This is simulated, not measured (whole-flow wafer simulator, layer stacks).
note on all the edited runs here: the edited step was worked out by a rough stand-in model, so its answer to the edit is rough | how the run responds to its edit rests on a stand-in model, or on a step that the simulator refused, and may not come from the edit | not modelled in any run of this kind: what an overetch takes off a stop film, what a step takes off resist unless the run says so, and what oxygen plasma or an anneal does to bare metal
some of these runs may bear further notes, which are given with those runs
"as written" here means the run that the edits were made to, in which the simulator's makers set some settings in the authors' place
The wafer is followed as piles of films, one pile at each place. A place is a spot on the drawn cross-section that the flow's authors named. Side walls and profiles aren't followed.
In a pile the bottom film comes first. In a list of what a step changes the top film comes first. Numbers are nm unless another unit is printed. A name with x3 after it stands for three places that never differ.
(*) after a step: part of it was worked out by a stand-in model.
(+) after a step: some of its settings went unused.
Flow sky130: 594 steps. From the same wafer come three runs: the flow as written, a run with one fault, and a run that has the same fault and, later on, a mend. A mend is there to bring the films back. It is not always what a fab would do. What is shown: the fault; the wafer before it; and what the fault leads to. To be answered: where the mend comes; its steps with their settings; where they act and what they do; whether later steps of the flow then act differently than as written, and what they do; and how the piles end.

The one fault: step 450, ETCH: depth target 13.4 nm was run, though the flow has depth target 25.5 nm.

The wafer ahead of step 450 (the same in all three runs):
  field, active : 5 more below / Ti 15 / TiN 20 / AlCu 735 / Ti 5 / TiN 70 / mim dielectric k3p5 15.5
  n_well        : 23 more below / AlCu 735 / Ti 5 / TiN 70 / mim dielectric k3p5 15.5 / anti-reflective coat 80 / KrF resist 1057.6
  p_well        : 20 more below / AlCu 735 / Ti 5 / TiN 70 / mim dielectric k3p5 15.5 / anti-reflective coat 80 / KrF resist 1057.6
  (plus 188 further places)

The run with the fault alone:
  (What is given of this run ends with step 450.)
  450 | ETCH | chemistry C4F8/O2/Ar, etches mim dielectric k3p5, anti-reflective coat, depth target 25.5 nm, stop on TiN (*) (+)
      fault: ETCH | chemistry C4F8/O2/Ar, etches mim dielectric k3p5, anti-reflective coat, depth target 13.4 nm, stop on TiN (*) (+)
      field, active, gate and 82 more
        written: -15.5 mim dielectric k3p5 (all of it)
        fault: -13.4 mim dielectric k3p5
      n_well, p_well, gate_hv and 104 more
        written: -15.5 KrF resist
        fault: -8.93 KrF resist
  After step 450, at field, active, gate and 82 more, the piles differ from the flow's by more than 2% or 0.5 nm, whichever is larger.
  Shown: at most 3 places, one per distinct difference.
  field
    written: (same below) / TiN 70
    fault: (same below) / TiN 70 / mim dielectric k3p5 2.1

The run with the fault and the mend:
  The mend follows step 450.
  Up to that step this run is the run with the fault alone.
  450a | ETCH | chemistry C4F8/O2/Ar, etches mim dielectric k3p5, anti-reflective coat, depth target 12.1 nm, stop on TiN (*) (+) (the flow's step 450 again, with other settings)
      n_well, p_well, gate_hv and 104 more
        -2.1 KrF resist
      field, active, gate and 82 more
        -2.1 mim dielectric k3p5 (all of it)
  Every later step of the flow that is run acts as written, at every place that is followed, to within 2% or 0.5 nm, whichever is larger.
  At every place that both follow, the piles at the end match the flow's.
